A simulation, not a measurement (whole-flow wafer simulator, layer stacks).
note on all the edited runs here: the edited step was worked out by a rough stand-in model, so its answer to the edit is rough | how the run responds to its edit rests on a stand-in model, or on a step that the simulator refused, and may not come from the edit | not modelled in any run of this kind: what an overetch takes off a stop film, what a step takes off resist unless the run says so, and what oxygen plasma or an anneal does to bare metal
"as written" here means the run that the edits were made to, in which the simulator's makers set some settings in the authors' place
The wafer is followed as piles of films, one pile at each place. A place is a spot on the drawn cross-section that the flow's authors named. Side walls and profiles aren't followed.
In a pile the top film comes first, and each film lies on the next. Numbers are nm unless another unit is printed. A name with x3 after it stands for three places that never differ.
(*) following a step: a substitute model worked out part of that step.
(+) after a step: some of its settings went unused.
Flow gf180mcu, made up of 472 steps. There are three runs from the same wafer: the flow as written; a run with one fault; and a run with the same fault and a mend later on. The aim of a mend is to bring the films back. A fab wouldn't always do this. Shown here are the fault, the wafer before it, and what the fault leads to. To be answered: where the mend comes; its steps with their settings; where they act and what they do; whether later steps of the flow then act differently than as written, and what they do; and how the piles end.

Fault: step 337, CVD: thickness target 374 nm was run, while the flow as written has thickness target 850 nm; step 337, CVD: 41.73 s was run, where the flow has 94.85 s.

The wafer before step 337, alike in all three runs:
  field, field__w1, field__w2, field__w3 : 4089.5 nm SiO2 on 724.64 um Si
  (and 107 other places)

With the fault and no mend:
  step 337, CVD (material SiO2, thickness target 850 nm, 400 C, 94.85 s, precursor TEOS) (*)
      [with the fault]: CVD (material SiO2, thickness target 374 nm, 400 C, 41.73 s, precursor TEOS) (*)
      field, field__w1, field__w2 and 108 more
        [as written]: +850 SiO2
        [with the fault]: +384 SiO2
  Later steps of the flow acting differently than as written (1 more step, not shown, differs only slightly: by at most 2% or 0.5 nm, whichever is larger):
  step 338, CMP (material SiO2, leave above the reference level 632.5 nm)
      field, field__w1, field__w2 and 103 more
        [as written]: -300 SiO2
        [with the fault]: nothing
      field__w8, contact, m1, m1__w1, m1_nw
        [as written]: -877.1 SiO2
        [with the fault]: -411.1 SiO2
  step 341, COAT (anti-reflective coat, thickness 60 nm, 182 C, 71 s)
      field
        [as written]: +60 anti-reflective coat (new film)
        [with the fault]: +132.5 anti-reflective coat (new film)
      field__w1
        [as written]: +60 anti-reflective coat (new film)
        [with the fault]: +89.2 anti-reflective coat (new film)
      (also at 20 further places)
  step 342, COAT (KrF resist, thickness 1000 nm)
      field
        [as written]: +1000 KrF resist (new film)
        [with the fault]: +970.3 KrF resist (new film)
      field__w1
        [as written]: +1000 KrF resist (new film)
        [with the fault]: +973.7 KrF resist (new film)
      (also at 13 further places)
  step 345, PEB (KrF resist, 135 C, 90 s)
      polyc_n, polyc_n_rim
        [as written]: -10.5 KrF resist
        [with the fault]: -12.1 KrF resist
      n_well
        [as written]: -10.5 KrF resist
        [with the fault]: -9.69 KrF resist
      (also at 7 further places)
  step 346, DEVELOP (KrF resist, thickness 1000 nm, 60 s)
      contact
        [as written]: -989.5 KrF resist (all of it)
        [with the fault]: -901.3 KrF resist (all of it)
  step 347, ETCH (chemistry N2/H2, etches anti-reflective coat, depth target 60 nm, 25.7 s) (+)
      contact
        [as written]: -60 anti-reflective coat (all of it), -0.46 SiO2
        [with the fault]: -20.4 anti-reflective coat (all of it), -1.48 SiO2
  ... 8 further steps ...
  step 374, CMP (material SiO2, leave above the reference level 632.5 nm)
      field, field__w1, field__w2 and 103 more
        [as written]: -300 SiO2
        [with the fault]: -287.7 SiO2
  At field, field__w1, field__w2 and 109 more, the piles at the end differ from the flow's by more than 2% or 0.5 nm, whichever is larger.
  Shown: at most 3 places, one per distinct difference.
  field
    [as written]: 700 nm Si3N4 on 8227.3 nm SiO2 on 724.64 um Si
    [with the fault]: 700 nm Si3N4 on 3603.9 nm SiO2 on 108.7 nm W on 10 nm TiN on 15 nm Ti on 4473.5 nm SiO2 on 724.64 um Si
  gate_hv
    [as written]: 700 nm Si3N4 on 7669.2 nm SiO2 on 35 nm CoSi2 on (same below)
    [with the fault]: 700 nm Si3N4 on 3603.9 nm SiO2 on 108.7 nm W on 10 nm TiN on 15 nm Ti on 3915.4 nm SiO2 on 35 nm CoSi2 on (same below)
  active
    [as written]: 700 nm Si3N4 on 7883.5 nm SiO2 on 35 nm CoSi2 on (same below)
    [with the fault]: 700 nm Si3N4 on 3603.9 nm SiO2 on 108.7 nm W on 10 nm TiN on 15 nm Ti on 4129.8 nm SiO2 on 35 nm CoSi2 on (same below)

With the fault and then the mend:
  After step 337 comes the mend.
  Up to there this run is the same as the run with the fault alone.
  step 337a, CVD (material SiO2, thickness target 476 nm, 400 C, 53.12 s, precursor TEOS) (*) (the flow's step 337, run once more with other settings)
      field, field__w1, field__w2 and 108 more
        +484 SiO2
  Later steps of the flow acting differently than as written:
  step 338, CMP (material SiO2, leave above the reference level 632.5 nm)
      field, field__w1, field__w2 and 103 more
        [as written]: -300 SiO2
        [with the mend]: -318.1 SiO2
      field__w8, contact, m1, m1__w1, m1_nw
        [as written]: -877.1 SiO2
        [with the mend]: -895.2 SiO2
  At every place that both follow, the piles at the end match the flow's.
